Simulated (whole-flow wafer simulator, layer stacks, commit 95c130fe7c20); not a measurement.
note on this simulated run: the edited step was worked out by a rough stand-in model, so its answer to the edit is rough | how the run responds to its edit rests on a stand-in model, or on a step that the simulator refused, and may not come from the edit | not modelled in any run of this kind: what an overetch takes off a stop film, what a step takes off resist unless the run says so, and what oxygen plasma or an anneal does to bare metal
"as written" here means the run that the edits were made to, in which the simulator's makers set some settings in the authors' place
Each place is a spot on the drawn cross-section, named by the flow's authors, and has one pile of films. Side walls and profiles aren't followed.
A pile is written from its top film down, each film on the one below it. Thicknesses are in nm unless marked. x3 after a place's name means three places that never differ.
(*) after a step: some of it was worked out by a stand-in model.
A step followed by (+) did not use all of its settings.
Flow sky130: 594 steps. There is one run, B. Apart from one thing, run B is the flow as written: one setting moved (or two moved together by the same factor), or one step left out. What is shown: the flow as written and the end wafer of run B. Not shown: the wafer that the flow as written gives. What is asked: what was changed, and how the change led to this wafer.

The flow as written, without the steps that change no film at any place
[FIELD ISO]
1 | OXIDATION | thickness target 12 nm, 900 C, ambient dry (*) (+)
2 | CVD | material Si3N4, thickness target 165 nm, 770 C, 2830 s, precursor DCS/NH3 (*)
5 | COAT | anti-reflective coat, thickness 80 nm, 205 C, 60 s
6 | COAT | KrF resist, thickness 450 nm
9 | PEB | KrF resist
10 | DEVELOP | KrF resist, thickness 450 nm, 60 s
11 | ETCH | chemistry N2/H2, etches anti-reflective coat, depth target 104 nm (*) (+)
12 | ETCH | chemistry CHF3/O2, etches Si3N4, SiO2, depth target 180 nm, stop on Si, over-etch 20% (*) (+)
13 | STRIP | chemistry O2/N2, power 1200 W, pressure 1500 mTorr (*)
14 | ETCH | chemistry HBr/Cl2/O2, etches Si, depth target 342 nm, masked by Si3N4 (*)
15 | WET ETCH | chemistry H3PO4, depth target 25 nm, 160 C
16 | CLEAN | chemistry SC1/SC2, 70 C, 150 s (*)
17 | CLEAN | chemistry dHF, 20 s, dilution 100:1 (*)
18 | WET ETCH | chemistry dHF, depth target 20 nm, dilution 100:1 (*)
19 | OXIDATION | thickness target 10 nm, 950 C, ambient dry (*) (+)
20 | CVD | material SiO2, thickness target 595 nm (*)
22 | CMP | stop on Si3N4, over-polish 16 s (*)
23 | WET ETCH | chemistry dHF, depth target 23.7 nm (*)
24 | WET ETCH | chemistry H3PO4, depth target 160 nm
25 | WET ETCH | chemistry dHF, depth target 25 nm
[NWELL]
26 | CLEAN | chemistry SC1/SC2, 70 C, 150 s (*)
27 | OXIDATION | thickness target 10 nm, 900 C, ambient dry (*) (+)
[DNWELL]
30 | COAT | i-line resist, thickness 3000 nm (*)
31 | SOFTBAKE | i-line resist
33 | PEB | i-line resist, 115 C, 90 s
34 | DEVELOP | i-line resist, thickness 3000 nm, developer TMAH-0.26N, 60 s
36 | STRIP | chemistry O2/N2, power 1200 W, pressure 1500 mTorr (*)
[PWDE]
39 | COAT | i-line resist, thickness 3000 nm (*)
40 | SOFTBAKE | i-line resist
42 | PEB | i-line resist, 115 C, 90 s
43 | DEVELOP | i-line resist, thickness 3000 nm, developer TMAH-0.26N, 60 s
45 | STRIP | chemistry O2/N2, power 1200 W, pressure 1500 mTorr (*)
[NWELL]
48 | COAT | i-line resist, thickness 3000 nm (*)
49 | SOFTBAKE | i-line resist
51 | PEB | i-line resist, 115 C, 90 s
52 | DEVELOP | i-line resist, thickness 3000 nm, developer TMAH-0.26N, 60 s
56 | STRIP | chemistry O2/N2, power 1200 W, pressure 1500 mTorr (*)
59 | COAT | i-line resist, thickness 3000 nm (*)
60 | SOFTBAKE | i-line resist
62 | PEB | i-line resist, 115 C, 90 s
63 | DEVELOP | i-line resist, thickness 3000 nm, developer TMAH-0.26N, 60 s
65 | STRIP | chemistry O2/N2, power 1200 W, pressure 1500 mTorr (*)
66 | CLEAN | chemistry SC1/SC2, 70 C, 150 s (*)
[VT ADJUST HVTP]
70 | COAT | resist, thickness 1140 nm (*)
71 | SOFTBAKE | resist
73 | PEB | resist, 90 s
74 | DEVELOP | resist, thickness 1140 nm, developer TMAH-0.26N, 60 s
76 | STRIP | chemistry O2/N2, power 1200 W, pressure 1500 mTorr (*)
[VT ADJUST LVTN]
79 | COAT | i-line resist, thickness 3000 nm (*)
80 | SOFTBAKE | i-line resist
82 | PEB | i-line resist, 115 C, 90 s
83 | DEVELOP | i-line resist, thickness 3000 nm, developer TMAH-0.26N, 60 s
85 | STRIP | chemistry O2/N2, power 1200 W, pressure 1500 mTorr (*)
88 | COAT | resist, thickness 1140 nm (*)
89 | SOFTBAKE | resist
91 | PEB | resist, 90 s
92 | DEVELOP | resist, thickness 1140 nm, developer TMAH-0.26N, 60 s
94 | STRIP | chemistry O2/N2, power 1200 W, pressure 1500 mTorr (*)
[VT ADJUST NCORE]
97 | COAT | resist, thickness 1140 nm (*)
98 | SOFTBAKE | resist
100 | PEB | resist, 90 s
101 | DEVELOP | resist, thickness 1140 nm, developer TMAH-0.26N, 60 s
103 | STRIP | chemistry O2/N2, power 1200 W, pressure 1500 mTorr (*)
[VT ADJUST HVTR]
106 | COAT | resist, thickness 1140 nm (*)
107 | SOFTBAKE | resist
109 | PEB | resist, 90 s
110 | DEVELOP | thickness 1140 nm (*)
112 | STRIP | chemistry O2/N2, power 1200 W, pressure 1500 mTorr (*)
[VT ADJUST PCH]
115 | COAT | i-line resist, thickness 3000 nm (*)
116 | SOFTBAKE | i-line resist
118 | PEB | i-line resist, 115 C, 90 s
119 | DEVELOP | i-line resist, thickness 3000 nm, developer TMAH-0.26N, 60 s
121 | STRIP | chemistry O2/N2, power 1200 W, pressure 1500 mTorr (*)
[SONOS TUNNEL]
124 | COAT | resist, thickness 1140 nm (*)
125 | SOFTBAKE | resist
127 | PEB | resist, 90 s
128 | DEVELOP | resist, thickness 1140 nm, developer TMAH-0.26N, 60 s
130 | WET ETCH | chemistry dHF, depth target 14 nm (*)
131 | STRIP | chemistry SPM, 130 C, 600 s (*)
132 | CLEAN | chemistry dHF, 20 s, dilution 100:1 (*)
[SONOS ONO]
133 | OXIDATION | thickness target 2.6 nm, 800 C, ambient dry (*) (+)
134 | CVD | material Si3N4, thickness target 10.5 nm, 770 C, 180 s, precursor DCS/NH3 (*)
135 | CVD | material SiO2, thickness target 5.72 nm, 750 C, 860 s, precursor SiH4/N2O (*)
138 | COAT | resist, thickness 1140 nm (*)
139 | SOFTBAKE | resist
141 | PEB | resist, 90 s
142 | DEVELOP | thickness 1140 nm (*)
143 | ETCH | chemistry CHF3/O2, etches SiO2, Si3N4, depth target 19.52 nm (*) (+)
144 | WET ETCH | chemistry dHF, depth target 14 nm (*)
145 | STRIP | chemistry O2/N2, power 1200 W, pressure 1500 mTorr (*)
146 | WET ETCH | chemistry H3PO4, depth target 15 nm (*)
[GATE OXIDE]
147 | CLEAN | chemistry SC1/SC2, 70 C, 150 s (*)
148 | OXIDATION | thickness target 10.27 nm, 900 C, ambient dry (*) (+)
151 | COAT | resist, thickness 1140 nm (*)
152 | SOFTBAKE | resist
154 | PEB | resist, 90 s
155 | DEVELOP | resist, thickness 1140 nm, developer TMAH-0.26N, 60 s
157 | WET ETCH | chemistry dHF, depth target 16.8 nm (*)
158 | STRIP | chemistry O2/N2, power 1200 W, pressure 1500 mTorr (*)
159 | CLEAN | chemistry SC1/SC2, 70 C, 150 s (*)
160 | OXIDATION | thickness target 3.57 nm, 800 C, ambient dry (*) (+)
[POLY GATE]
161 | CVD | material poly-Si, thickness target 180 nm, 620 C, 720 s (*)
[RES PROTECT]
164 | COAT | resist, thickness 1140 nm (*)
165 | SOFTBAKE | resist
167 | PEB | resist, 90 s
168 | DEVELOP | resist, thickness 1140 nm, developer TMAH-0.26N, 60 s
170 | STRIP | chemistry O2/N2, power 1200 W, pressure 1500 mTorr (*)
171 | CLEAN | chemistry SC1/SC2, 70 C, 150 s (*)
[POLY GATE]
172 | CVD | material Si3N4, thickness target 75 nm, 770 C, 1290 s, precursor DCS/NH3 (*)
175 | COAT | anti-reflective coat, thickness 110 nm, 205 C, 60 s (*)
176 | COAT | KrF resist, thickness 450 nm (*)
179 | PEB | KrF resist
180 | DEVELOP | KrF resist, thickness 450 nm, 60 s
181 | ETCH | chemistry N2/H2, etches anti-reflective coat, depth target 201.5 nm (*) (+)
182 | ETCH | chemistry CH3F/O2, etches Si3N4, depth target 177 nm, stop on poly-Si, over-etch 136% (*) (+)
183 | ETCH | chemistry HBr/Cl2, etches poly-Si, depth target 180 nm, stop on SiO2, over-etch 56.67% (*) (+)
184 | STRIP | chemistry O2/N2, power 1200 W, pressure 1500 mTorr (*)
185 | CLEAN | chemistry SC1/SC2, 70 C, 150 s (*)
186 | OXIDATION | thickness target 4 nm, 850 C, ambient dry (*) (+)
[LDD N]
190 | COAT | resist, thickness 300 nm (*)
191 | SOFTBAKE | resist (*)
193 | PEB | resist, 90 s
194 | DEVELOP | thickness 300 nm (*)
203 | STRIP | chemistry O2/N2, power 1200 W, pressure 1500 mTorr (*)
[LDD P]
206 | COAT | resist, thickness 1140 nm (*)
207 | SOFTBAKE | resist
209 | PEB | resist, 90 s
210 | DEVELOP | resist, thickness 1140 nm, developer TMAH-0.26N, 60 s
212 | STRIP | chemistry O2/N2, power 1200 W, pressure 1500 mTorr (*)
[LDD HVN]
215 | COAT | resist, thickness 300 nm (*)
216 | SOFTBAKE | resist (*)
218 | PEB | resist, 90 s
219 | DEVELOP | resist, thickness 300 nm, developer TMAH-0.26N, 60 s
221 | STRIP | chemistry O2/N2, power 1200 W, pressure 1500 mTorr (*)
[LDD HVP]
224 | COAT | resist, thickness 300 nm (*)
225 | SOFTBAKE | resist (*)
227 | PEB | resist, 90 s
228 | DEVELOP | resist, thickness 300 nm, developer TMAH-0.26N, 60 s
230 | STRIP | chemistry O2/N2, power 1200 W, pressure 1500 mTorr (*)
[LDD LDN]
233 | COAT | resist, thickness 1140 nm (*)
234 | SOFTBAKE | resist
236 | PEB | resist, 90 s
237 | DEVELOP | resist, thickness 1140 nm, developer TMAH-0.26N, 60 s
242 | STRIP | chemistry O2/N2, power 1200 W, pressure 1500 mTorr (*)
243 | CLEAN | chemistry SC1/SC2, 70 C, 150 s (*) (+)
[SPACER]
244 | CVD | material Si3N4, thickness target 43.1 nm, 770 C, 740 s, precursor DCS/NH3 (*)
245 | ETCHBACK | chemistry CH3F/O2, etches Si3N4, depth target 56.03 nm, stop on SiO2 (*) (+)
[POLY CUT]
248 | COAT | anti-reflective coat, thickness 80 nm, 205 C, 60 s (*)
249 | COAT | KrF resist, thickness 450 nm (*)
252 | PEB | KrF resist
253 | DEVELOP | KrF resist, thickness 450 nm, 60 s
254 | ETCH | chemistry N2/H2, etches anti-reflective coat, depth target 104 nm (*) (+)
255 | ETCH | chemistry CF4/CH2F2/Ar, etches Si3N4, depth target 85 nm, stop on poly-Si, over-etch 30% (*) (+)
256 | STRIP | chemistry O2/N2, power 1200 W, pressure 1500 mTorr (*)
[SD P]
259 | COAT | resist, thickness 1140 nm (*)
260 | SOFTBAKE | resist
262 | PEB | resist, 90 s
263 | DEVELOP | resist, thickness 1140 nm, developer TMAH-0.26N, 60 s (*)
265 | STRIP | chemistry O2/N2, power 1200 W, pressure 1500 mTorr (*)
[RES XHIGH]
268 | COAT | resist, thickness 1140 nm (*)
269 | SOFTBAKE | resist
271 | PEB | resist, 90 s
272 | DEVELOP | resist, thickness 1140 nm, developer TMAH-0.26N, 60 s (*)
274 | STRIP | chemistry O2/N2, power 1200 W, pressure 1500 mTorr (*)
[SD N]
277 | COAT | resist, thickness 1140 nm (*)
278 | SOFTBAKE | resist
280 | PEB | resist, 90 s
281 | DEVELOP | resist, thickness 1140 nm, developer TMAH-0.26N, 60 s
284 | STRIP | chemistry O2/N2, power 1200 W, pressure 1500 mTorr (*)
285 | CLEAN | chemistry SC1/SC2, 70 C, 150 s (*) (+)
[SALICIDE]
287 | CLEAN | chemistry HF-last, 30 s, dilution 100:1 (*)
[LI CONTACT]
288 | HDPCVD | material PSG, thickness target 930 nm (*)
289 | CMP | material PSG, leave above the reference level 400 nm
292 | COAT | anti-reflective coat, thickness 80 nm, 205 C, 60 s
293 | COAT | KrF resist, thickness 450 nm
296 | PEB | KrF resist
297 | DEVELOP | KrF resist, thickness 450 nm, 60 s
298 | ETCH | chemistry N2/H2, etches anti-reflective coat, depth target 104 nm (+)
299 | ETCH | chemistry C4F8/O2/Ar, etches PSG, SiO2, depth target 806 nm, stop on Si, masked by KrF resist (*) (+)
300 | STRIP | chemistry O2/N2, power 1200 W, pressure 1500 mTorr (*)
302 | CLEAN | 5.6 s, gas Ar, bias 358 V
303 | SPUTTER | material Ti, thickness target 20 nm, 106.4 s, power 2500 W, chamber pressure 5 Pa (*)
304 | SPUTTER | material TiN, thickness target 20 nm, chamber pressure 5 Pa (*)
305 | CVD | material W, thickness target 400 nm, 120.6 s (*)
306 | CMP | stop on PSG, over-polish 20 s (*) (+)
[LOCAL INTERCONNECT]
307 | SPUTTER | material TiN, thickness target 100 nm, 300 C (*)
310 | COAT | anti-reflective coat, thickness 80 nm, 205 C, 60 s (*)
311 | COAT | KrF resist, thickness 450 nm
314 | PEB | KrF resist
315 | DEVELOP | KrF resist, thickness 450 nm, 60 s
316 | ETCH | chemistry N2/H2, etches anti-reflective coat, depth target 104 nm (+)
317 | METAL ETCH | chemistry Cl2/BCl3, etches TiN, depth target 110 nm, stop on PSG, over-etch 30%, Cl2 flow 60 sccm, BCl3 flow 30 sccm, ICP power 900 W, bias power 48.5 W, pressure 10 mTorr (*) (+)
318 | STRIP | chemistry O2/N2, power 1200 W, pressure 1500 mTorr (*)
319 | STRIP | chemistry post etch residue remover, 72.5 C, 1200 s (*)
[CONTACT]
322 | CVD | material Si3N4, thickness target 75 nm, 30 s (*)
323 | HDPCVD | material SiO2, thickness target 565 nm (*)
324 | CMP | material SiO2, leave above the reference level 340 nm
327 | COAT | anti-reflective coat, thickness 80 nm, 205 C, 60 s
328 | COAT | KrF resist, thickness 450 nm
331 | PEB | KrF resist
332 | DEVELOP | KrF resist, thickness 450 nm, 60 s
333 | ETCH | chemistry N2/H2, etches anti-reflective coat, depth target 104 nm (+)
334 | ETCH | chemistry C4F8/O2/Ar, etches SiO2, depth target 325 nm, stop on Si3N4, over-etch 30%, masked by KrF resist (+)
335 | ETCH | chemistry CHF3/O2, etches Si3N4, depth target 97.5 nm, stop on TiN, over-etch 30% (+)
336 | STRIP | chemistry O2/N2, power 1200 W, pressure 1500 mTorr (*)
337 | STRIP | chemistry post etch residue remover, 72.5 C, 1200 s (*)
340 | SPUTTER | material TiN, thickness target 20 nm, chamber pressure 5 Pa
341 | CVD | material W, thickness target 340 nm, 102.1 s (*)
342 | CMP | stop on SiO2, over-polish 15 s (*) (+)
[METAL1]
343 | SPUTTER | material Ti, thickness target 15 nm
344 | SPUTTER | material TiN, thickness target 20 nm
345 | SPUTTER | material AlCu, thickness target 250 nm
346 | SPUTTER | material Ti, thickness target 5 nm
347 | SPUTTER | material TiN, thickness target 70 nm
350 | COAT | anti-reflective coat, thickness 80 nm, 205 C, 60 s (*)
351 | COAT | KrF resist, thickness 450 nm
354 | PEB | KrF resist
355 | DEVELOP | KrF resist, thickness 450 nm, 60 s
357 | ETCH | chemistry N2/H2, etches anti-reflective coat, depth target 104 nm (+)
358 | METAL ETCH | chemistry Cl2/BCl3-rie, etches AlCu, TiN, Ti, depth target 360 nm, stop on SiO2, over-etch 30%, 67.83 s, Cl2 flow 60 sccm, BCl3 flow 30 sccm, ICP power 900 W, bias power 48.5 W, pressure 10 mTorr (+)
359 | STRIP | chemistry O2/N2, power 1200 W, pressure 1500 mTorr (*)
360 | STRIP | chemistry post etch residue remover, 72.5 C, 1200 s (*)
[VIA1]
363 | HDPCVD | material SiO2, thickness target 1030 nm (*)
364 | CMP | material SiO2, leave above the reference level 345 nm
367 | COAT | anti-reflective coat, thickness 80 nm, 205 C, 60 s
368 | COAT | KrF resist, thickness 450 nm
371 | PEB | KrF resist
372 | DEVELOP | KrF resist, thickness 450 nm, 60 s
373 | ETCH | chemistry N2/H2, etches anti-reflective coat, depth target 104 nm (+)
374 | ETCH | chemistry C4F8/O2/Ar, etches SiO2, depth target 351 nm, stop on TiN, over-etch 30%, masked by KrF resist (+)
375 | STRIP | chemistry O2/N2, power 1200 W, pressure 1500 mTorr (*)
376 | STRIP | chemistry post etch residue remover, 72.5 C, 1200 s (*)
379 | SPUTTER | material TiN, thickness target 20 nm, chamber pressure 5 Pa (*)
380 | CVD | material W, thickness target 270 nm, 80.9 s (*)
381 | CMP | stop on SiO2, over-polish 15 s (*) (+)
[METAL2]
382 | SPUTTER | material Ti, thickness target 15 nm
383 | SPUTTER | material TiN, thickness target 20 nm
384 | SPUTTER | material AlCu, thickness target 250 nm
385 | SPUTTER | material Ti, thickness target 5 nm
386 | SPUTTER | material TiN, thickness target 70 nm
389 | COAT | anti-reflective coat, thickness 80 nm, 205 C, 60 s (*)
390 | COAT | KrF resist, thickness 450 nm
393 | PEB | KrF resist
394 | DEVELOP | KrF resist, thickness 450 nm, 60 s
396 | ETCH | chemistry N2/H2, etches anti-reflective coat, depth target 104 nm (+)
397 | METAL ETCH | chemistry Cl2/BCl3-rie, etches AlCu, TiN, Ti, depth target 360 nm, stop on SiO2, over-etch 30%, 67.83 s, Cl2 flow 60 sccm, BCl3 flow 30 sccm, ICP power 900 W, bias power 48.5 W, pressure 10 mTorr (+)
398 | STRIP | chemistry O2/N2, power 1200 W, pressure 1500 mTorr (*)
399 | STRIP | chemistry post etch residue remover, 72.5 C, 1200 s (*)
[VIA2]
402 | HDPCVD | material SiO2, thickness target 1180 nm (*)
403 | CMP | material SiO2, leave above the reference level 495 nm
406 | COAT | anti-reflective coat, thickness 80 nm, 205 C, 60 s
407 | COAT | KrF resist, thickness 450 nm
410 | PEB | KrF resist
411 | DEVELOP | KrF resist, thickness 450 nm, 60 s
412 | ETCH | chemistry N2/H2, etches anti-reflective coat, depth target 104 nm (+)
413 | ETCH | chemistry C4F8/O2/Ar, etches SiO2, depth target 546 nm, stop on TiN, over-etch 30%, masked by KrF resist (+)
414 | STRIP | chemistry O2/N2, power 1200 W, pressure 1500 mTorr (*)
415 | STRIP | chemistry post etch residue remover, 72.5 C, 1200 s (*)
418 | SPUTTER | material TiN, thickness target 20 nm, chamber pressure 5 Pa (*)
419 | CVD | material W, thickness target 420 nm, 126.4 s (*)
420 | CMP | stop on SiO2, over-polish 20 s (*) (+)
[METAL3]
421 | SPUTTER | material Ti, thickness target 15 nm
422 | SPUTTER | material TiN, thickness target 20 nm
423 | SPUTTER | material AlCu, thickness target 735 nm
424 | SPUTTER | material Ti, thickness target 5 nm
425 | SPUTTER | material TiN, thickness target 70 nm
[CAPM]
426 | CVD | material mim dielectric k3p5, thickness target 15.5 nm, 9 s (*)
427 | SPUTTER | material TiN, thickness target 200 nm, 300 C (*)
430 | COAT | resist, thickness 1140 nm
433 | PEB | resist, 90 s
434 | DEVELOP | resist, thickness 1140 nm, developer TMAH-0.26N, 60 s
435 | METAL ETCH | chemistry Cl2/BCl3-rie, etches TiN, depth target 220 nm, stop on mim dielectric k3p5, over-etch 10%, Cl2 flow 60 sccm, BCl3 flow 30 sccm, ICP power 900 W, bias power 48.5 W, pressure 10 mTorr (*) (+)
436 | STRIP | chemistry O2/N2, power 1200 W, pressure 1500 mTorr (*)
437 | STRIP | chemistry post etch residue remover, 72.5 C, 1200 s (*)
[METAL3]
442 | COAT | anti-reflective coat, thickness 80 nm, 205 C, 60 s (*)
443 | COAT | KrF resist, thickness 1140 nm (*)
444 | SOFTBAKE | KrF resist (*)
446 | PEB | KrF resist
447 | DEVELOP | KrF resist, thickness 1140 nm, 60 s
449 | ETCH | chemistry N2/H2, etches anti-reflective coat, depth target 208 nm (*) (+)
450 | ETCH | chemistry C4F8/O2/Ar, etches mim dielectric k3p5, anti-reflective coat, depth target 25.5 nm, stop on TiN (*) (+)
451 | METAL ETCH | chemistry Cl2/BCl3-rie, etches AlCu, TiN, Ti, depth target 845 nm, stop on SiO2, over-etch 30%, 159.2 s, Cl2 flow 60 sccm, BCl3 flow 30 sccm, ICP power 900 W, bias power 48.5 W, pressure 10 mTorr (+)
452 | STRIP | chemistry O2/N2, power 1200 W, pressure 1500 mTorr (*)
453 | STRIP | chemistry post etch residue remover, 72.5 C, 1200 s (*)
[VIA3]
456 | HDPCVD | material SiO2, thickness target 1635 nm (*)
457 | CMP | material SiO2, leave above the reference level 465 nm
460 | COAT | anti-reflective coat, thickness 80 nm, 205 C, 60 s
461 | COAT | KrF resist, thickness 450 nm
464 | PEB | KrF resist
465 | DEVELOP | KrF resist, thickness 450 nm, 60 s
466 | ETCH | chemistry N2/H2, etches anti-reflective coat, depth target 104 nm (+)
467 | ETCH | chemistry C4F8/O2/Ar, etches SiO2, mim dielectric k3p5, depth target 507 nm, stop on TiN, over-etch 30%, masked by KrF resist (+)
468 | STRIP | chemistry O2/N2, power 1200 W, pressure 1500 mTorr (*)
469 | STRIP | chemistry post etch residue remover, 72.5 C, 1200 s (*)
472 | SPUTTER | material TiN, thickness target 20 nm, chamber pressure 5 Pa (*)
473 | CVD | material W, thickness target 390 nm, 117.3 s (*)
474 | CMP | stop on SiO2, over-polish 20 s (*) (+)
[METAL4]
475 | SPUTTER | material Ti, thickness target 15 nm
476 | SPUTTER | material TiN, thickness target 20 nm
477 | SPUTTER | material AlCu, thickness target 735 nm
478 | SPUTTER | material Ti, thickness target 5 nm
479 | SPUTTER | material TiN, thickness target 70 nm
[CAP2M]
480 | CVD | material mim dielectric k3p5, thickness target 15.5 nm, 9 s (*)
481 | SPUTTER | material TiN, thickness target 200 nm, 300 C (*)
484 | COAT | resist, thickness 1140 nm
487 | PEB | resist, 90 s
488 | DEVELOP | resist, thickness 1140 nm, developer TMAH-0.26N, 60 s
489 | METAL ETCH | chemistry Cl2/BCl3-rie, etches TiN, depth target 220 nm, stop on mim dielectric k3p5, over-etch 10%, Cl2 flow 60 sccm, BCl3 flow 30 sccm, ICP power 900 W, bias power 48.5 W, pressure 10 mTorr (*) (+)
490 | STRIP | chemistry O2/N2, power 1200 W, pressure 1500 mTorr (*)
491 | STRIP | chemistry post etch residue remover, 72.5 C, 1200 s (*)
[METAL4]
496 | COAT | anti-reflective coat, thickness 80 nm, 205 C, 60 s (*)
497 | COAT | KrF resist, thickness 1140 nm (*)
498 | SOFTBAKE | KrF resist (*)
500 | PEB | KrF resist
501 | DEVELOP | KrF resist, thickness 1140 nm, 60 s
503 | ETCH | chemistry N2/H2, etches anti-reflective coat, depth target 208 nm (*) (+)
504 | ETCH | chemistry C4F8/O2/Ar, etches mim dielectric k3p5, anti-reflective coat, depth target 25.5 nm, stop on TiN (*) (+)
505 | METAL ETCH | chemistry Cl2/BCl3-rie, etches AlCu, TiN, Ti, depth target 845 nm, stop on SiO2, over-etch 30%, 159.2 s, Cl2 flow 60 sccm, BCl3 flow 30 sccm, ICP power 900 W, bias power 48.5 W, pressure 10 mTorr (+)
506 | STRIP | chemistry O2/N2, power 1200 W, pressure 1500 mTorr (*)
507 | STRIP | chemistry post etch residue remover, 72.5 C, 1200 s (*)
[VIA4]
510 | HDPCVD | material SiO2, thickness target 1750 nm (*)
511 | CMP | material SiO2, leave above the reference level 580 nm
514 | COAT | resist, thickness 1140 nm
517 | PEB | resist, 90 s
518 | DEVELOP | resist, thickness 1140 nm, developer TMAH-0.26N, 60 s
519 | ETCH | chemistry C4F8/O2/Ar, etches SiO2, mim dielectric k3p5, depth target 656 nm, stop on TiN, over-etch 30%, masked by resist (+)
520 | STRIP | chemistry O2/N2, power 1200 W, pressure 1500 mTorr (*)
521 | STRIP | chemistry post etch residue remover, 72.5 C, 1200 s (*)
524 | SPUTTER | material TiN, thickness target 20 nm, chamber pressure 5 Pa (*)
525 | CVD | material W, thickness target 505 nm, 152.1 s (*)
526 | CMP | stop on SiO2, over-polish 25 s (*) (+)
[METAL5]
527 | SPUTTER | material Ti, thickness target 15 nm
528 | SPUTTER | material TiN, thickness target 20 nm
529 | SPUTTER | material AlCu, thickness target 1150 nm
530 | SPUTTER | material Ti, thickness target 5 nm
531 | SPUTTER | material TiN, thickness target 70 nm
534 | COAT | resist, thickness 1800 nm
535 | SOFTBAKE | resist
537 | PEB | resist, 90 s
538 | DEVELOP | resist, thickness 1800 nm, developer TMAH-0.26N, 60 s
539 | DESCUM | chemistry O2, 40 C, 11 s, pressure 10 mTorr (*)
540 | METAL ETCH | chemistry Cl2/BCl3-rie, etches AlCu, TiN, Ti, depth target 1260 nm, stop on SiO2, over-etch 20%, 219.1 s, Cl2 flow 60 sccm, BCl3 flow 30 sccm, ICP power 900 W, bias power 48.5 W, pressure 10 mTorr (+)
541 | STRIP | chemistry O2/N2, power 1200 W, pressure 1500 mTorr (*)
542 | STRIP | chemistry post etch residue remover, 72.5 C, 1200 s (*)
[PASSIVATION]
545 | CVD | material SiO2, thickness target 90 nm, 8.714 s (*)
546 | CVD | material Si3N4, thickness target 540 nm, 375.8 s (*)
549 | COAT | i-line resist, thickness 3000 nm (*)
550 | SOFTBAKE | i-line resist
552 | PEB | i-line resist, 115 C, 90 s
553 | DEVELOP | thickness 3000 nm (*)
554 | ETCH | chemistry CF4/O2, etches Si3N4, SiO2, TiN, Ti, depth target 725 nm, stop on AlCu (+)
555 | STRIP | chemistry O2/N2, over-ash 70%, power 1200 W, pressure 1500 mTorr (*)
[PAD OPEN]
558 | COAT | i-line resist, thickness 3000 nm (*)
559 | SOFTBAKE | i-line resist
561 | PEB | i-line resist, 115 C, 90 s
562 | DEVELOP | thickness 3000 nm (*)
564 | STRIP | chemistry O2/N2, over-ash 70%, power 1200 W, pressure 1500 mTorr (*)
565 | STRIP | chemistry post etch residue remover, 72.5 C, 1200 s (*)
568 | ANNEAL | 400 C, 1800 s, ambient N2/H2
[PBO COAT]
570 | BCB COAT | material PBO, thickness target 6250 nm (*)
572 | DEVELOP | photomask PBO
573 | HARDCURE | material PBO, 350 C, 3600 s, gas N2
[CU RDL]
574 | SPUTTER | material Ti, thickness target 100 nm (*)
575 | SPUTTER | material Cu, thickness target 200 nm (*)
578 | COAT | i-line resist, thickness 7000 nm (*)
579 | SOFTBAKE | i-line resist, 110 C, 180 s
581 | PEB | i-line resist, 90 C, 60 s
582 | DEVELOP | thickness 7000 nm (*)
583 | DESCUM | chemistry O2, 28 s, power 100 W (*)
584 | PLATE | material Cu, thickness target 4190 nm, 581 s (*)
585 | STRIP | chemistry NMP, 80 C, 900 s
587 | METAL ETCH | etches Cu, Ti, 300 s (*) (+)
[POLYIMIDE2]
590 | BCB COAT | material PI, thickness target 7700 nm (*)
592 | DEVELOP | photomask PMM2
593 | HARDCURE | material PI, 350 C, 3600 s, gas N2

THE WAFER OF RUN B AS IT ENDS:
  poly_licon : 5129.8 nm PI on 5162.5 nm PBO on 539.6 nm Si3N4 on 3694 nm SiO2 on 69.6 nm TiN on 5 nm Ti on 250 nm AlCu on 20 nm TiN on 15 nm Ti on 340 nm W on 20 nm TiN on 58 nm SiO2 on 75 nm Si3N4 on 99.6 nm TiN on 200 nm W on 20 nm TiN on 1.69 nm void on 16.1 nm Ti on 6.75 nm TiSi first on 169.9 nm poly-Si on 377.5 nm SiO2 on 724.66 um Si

The reason: step 305, CVD: thickness target 200 nm was run, whereas the flow has thickness target 400 nm.

How this came from the change, step by step:
  305 | CVD | material W, thickness target 400 nm, 120.6 s (*)
      field, active, n_well and 185 more: +200 W (new film) (it would be, as written: +400 W (new film))
      ndiff_licon: +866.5 W (new film) (it would be, as written: +1066.5 W (new film))
      (and at 2 other places as well)
  306 | CMP | stop on PSG, over-polish 20 s (*) (+)
      poly_licon: nothing (it would be, as written: -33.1 W)
      field, active, n_well and 184 more: -200 W (all of it), -20 TiN (all of it), -20 Ti (all of it), -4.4 PSG (it would be, as written: -400 W (all of it), -20 TiN (all of it), -20 Ti (all of it), -4.4 PSG)
      (and at 3 other places as well)
  310 | COAT | anti-reflective coat, thickness 80 nm, 205 C, 60 s (*)
      poly_licon: +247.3 anti-reflective coat (new film) (it would be, as written: +80.4 anti-reflective coat (new film))
  318 | STRIP | chemistry O2/N2, power 1200 W, pressure 1500 mTorr (*)
      poly_licon: -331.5 KrF resist (all of it), -247.3 anti-reflective coat (all of it) (it would be, as written: -331.5 KrF resist (all of it), -80.4 anti-reflective coat (all of it))
  324 | CMP | material SiO2, leave above the reference level 340 nm
      poly_licon: -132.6 SiO2 (it would be, as written: -299.5 SiO2)
  334 | ETCH | chemistry C4F8/O2/Ar, etches SiO2, depth target 325 nm, stop on Si3N4, over-etch 30%, masked by KrF resist (+)
      poly_licon: -325 SiO2 (it would be, as written: -264.9 SiO2 (all of it))
  335 | ETCH | chemistry CHF3/O2, etches Si3N4, depth target 97.5 nm, stop on TiN, over-etch 30% (+)
      poly_licon: -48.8 SiO2 (it would be, as written: -75 Si3N4 (all of it))
  340 | SPUTTER | material TiN, thickness target 20 nm, chamber pressure 5 Pa
      poly_licon: +20 TiN (new film) (it would be, as written: +20 TiN)
  342 | CMP | stop on SiO2, over-polish 15 s (*) (+)
      poly_licon: nothing (it would be, as written: -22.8 W)
  350 | COAT | anti-reflective coat, thickness 80 nm, 205 C, 60 s (*)
      poly_licon: +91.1 anti-reflective coat (new film) (it would be, as written: +80.4 anti-reflective coat (new film))
  359 | STRIP | chemistry O2/N2, power 1200 W, pressure 1500 mTorr (*)
      poly_licon: -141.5 KrF resist (all of it), -91.1 anti-reflective coat (all of it) (it would be, as written: -141.5 KrF resist (all of it), -80.4 anti-reflective coat (all of it))
If metal films that touch count as one body, poly_licon has 3 bodies (between them, from the top down: SiO2 58 / Si3N4 75; void 1.69); the flow as written gives 2 bodies (between them, from the top down: void 1.69).
